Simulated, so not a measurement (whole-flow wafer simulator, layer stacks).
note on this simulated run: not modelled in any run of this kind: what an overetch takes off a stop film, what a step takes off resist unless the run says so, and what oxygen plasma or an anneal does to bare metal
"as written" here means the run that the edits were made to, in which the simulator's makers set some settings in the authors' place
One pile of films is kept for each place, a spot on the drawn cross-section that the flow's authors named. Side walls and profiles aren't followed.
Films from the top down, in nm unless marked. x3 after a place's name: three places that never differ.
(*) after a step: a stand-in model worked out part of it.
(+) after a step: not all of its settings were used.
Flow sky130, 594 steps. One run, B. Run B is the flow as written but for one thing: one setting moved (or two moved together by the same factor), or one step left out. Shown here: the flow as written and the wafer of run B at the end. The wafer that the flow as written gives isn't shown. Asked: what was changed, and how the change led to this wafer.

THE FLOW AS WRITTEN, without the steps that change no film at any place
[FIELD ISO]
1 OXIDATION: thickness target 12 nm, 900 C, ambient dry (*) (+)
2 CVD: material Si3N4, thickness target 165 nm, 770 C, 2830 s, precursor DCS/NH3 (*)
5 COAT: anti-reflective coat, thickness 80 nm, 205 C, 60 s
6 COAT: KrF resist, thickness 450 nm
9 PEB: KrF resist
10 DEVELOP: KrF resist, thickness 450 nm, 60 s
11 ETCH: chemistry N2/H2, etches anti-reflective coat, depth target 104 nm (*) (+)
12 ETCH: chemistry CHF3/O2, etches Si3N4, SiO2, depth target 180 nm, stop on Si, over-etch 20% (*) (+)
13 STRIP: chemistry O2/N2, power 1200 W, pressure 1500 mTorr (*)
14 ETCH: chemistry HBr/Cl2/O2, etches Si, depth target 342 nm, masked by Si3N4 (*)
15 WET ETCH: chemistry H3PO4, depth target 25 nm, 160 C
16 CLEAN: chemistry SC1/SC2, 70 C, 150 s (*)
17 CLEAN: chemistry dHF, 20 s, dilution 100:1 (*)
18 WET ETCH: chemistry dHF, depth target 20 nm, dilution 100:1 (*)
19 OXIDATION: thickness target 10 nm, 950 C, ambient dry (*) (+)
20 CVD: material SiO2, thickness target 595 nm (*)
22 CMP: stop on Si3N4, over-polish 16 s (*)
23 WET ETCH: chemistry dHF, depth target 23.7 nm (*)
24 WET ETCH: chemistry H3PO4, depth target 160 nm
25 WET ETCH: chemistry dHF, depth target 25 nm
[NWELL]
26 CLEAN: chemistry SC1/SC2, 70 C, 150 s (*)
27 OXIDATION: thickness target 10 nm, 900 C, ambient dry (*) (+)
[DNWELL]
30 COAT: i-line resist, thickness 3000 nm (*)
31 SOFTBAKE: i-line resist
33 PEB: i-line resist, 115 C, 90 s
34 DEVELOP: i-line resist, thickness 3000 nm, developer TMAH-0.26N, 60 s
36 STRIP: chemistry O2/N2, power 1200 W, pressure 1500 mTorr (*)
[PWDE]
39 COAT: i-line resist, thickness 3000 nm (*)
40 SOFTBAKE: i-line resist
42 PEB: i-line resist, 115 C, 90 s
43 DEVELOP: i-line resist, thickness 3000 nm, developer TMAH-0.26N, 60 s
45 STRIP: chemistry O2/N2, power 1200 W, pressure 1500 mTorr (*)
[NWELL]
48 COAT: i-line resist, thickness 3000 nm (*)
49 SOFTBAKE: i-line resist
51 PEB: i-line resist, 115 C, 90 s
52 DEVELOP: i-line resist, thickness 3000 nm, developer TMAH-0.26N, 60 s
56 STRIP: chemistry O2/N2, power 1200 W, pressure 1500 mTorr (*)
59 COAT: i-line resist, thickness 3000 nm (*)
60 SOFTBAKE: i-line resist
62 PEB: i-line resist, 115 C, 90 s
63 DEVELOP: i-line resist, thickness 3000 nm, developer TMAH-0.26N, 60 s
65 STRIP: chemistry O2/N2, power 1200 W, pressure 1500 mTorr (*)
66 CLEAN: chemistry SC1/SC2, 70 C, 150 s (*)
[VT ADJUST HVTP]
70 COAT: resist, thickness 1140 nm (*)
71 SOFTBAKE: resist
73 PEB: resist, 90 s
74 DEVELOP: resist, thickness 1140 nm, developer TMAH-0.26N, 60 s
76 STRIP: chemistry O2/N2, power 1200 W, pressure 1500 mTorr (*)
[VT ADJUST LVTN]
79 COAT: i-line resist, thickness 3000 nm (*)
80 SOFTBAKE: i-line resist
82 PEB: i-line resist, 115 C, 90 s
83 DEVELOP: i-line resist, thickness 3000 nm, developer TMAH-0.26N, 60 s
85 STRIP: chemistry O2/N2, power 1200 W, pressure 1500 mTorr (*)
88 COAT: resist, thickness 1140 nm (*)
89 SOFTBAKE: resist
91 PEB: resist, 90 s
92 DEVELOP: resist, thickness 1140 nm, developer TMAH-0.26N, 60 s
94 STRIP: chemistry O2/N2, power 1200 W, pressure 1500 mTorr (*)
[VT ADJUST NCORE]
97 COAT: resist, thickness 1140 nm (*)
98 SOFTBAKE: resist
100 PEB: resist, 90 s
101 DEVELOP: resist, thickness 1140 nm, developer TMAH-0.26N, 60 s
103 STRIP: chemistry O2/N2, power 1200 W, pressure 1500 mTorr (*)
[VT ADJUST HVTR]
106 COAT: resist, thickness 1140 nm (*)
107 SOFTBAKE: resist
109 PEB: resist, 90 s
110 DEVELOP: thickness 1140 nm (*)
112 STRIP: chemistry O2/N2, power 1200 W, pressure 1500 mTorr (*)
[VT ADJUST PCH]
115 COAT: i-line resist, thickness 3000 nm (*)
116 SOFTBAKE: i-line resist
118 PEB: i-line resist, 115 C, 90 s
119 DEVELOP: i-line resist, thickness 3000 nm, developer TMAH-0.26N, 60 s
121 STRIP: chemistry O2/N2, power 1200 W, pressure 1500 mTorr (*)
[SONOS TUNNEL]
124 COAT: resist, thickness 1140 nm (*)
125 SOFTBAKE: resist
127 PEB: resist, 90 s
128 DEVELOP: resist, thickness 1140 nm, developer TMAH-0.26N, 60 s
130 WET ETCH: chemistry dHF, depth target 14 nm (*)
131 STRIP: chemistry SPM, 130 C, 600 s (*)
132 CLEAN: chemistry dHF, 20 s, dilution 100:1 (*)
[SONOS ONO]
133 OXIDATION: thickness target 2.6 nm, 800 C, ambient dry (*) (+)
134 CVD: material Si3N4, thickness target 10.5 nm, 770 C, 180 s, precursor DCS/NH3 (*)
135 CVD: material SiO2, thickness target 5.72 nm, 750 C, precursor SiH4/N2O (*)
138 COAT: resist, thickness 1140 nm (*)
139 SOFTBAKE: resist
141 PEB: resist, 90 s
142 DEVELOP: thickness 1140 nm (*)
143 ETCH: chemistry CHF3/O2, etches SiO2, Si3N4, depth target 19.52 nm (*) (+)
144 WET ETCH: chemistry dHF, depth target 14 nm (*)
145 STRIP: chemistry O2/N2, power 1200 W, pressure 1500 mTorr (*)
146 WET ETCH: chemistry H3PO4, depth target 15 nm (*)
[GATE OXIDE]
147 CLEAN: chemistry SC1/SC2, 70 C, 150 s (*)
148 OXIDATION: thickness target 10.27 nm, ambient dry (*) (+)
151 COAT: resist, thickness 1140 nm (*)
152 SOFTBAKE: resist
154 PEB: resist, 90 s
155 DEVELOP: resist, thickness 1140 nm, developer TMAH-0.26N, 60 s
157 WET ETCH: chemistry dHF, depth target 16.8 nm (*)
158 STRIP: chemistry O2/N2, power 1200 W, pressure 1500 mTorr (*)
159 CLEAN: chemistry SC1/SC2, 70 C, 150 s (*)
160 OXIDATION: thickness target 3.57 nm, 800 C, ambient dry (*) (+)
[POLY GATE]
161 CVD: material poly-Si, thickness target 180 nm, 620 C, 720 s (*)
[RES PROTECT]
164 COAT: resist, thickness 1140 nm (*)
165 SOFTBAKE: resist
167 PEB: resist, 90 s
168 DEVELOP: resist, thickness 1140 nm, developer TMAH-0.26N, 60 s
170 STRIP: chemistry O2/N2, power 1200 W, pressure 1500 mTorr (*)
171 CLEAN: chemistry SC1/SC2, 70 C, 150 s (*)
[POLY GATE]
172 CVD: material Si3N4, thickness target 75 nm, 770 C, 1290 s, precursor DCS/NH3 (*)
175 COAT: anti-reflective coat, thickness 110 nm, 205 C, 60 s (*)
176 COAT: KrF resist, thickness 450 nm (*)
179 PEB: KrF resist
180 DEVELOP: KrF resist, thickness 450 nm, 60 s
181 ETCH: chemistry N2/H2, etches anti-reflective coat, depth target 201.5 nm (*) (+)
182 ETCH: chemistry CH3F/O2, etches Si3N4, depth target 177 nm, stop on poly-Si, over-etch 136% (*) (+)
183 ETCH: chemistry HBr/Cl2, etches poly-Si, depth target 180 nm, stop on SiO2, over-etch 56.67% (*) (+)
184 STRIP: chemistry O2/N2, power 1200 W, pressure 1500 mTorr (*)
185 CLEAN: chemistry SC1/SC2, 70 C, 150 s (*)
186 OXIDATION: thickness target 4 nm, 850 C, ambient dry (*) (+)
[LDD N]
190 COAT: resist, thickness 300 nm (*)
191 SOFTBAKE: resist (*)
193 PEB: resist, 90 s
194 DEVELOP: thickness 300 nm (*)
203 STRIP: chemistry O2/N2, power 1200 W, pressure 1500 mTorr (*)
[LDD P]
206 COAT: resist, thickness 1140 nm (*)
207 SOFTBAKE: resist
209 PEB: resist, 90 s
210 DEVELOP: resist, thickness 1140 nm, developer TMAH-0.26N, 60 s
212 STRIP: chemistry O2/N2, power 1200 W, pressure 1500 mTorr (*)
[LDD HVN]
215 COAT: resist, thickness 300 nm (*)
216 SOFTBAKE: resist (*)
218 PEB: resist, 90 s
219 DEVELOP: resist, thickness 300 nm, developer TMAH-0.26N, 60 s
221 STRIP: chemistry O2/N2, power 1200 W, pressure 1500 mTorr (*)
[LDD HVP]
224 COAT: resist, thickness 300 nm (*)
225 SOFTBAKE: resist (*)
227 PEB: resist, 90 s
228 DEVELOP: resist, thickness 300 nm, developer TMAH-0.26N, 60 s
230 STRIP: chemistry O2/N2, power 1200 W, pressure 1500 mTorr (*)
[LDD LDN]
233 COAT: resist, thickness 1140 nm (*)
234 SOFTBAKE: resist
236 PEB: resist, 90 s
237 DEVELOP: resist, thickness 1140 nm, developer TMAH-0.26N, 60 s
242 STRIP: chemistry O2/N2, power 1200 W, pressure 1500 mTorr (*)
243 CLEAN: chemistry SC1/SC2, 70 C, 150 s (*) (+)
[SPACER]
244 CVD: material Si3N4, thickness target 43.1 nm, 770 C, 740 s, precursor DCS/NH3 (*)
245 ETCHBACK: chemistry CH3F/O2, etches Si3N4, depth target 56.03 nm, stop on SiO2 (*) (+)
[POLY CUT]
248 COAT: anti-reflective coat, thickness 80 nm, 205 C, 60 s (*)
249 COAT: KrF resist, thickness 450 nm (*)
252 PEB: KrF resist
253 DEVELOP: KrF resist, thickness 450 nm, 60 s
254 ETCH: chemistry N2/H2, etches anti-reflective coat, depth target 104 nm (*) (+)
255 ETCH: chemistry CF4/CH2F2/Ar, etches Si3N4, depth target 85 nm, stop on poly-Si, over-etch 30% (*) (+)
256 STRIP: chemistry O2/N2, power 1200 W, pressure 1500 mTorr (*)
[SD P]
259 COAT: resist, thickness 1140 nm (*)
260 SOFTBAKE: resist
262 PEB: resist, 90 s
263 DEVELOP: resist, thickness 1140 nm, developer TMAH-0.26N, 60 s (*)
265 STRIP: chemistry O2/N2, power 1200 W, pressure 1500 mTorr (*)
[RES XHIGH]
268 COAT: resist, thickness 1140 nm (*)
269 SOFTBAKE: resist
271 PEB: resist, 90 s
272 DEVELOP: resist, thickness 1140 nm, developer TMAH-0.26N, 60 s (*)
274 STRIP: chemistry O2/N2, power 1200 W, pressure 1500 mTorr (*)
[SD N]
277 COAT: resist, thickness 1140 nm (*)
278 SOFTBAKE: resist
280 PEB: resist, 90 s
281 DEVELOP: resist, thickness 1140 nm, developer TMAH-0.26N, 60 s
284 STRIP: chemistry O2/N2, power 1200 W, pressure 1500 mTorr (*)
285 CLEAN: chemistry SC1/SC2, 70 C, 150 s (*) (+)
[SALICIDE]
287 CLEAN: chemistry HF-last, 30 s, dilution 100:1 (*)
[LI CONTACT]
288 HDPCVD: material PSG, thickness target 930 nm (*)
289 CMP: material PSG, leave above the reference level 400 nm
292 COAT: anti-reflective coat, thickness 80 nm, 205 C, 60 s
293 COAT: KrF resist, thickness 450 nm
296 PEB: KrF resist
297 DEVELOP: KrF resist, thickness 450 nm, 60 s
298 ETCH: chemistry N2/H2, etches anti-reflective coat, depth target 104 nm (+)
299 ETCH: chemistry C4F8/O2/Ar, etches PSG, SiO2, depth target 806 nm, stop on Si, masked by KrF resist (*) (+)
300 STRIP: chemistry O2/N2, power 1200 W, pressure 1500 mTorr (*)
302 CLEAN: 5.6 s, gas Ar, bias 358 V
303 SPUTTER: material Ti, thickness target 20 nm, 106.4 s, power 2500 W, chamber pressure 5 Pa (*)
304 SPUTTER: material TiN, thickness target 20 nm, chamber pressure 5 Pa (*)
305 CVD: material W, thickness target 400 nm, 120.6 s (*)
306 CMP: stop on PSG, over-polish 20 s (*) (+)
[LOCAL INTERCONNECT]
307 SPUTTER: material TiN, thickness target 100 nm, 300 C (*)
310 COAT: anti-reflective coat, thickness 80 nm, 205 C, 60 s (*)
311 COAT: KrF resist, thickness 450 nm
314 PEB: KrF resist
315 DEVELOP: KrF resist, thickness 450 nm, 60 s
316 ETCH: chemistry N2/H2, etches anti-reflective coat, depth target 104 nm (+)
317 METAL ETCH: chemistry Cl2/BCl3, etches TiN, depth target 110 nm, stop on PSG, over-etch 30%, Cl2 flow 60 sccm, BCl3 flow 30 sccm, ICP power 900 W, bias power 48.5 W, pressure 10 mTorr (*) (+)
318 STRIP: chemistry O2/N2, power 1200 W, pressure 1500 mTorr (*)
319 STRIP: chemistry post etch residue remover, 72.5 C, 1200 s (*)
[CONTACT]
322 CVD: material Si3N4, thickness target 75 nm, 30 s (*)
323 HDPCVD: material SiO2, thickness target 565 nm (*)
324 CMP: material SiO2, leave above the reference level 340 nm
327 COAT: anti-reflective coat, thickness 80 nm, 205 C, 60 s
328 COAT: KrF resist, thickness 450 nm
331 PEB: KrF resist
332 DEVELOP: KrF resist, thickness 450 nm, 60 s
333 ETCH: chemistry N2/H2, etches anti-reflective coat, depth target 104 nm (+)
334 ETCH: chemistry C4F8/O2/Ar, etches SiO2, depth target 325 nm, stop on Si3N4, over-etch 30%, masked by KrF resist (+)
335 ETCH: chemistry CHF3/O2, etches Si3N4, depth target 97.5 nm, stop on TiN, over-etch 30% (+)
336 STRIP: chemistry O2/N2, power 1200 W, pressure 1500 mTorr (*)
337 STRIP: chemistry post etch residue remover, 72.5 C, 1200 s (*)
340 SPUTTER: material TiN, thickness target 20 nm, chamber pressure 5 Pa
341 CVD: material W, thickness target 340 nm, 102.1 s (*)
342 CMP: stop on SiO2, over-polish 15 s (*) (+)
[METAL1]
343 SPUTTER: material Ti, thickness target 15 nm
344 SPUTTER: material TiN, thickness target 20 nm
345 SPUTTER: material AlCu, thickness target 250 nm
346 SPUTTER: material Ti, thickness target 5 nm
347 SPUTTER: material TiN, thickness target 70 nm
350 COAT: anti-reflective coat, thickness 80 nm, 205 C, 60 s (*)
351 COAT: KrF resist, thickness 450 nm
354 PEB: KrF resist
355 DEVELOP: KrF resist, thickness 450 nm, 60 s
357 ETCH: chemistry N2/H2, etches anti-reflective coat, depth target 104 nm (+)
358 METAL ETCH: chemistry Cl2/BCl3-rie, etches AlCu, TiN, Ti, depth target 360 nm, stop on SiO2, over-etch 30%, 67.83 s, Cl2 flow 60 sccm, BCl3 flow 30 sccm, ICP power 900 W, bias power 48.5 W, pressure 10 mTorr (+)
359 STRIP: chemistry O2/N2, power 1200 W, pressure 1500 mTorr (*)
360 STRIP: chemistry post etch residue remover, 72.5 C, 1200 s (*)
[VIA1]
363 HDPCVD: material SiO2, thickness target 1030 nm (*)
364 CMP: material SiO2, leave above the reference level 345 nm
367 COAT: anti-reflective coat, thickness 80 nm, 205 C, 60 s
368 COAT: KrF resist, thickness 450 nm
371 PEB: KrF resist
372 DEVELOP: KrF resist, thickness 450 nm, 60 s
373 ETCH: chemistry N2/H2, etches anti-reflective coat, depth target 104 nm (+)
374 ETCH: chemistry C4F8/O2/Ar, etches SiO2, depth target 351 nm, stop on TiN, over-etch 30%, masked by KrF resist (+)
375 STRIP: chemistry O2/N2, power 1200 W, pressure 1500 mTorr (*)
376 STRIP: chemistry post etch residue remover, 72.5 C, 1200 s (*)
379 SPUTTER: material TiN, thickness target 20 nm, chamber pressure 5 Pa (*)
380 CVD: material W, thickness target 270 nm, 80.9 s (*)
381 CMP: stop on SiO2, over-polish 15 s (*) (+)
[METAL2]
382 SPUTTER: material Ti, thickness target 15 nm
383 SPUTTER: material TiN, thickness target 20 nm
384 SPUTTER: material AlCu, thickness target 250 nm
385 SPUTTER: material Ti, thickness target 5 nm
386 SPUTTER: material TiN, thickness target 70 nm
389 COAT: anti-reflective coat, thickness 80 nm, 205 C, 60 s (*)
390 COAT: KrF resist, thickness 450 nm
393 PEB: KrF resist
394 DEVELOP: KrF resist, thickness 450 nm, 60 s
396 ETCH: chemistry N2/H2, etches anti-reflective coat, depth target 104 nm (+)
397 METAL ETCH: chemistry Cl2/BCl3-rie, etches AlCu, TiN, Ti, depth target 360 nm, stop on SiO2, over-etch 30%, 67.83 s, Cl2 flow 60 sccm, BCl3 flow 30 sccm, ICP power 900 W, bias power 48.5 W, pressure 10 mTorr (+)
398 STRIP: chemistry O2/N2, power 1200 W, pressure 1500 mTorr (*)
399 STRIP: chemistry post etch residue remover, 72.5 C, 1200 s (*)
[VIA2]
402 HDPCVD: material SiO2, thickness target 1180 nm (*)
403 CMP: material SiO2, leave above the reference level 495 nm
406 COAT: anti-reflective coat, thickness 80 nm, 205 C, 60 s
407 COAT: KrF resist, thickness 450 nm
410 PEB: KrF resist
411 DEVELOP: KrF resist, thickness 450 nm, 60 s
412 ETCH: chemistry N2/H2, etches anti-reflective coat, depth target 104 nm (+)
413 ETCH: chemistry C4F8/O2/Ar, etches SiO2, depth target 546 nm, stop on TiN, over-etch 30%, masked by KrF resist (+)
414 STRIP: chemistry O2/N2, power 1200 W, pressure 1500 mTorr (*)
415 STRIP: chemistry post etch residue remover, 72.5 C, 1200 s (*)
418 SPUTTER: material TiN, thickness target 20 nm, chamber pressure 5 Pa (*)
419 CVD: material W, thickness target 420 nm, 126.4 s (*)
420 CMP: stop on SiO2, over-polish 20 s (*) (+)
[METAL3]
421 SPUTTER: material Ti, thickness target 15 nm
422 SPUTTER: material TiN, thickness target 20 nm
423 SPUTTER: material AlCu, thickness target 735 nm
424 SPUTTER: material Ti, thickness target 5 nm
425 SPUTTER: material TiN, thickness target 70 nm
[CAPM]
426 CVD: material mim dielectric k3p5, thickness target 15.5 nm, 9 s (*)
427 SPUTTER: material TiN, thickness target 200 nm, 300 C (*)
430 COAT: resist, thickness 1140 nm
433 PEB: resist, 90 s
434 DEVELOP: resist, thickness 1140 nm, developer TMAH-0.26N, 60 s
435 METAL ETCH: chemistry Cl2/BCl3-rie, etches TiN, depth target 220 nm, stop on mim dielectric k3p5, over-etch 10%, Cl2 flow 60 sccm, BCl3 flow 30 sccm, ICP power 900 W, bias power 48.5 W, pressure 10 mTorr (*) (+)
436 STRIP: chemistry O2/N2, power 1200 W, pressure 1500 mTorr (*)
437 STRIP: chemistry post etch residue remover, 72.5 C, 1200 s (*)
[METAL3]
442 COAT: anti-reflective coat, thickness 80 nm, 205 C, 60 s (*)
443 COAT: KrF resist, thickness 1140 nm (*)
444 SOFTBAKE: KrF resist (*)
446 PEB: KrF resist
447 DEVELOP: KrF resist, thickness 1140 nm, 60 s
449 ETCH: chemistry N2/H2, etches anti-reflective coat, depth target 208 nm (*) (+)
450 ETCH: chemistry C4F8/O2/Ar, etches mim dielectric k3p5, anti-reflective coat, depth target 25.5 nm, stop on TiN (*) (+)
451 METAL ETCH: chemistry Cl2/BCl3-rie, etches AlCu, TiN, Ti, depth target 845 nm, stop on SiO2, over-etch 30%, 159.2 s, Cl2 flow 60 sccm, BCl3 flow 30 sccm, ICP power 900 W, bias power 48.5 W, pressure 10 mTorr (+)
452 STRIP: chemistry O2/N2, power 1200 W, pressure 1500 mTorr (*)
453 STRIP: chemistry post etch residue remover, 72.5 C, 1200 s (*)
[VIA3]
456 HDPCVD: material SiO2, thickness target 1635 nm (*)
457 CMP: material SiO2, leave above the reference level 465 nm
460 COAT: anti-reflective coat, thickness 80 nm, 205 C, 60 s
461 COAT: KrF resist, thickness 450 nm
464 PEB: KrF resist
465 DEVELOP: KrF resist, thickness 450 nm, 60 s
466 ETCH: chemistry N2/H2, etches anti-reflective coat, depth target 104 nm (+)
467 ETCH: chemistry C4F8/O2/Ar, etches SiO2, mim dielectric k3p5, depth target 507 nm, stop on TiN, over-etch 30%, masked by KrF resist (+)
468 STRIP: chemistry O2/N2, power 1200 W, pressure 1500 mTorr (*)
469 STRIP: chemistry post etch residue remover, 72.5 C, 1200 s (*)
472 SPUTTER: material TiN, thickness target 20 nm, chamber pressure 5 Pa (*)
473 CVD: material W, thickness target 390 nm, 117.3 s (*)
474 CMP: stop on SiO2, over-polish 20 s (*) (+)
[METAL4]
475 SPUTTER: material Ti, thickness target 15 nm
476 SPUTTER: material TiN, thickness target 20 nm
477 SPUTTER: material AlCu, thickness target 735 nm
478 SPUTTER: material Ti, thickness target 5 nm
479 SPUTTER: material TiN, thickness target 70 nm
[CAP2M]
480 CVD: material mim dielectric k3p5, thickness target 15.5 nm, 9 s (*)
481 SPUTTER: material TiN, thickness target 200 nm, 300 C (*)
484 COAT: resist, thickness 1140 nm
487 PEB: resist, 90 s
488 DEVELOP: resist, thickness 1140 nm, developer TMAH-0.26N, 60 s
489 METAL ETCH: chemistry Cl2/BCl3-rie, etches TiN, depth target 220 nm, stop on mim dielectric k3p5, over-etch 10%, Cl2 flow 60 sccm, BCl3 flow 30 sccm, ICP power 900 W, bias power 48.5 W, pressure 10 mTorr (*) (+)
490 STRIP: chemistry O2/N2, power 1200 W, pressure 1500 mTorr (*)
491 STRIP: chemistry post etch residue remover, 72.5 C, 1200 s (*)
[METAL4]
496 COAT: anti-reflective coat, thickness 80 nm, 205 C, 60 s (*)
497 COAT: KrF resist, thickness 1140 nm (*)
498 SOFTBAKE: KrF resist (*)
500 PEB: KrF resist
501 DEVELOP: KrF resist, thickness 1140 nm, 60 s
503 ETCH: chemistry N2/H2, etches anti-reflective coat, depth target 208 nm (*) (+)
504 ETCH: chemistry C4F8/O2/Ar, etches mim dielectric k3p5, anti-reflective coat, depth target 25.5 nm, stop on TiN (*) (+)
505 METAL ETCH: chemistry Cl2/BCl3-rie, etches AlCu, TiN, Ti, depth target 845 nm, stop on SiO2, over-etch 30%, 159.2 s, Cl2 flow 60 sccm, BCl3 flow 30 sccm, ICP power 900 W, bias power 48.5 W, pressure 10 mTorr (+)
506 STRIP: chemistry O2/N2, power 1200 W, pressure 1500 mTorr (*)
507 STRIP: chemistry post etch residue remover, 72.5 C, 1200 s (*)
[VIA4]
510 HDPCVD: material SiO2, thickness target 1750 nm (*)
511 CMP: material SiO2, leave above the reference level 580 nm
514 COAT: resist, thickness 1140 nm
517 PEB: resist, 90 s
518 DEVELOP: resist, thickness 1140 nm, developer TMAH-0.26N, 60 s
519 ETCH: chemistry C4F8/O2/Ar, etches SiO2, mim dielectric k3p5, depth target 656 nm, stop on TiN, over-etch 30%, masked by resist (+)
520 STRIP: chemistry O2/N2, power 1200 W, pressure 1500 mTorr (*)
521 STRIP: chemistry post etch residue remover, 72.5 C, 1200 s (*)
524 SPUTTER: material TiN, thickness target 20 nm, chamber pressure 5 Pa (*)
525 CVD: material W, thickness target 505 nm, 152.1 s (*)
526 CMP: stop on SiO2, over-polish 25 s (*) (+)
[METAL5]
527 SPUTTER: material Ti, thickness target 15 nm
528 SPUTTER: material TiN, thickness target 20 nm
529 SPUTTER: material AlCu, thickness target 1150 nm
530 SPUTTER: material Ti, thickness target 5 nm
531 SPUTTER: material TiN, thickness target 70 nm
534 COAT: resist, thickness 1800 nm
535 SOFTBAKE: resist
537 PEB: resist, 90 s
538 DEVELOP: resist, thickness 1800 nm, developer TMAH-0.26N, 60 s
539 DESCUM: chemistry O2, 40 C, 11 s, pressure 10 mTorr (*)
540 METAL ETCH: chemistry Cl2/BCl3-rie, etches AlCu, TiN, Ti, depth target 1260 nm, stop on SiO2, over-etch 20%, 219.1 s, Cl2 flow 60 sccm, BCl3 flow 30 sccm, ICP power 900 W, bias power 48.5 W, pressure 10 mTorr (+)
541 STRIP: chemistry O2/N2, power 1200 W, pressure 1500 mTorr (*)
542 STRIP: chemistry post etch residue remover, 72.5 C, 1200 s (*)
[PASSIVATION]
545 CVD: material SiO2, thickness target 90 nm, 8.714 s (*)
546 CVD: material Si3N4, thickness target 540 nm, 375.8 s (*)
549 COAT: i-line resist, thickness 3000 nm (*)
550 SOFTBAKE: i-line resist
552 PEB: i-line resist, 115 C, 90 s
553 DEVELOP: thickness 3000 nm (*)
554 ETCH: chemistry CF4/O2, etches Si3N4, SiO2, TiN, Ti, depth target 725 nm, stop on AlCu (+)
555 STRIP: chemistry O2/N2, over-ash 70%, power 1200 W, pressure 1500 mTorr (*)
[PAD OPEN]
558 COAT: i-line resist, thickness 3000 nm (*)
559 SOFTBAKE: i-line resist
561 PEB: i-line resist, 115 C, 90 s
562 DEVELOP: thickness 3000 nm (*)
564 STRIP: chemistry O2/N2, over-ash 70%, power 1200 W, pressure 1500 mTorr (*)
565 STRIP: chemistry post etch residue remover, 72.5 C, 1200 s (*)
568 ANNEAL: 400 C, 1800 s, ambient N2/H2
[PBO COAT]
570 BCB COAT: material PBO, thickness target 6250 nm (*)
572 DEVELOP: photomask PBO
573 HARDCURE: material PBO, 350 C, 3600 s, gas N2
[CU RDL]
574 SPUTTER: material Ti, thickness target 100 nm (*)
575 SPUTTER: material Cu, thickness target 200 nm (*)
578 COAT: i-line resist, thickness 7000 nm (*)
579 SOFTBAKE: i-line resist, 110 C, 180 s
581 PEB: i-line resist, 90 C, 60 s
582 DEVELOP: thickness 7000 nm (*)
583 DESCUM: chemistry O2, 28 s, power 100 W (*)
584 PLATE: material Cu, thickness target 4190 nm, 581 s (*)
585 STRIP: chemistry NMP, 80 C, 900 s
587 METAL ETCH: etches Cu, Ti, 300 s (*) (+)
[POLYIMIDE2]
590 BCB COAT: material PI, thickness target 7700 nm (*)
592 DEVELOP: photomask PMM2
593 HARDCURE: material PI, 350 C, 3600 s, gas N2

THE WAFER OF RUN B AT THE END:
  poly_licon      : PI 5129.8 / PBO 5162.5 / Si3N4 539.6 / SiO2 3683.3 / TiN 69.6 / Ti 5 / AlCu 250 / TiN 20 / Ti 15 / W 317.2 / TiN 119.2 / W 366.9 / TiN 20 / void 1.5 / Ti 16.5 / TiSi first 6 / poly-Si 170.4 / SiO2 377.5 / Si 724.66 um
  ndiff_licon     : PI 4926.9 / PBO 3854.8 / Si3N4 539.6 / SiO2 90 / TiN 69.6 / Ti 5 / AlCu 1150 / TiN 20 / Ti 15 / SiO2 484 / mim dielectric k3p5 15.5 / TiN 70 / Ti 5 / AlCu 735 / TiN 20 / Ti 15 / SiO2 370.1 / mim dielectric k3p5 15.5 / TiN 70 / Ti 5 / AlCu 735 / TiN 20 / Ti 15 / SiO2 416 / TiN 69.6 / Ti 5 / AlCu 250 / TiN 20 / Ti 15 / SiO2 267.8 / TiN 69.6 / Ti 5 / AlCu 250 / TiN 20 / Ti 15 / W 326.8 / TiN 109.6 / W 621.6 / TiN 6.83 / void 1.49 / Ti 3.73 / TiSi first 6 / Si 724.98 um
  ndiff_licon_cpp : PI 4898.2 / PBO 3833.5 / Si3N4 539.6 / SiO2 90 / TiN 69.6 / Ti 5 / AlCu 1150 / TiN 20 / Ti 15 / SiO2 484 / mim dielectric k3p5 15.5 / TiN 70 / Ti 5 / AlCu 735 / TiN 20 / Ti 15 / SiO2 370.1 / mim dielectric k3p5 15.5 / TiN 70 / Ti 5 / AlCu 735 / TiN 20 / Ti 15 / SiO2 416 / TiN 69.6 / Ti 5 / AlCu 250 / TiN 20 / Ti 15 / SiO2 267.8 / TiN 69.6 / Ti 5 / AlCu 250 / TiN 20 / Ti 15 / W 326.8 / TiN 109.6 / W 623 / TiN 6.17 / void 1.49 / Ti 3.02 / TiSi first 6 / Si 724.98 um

The cause: step 568, ANNEAL: 1080 s was run, where the flow has 1800 s.

How the change led to this, step by step:
  568 ANNEAL: 400 C, 1800 s, ambient N2/H2
      poly_licon, rpo_hd_licon: under 11 films: void +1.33 (new film), Ti -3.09, TiSi first +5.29 (new film), poly-Si -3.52 (as written it would be: under 11 films: void +1.54 (new film), Ti -3.59, TiSi first +6.13 (new film), poly-Si -4.08)
      ndiff_licon, ndiff_licon_cpp: under 37 films: void +1.31 (new film), Ti -3.09, TiSi first +5.29 (new film), Si -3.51 (as written it would be: under 37 films: void +1.52 (new film), Ti -3.59, TiSi first +6.13 (new film), Si -4.07)
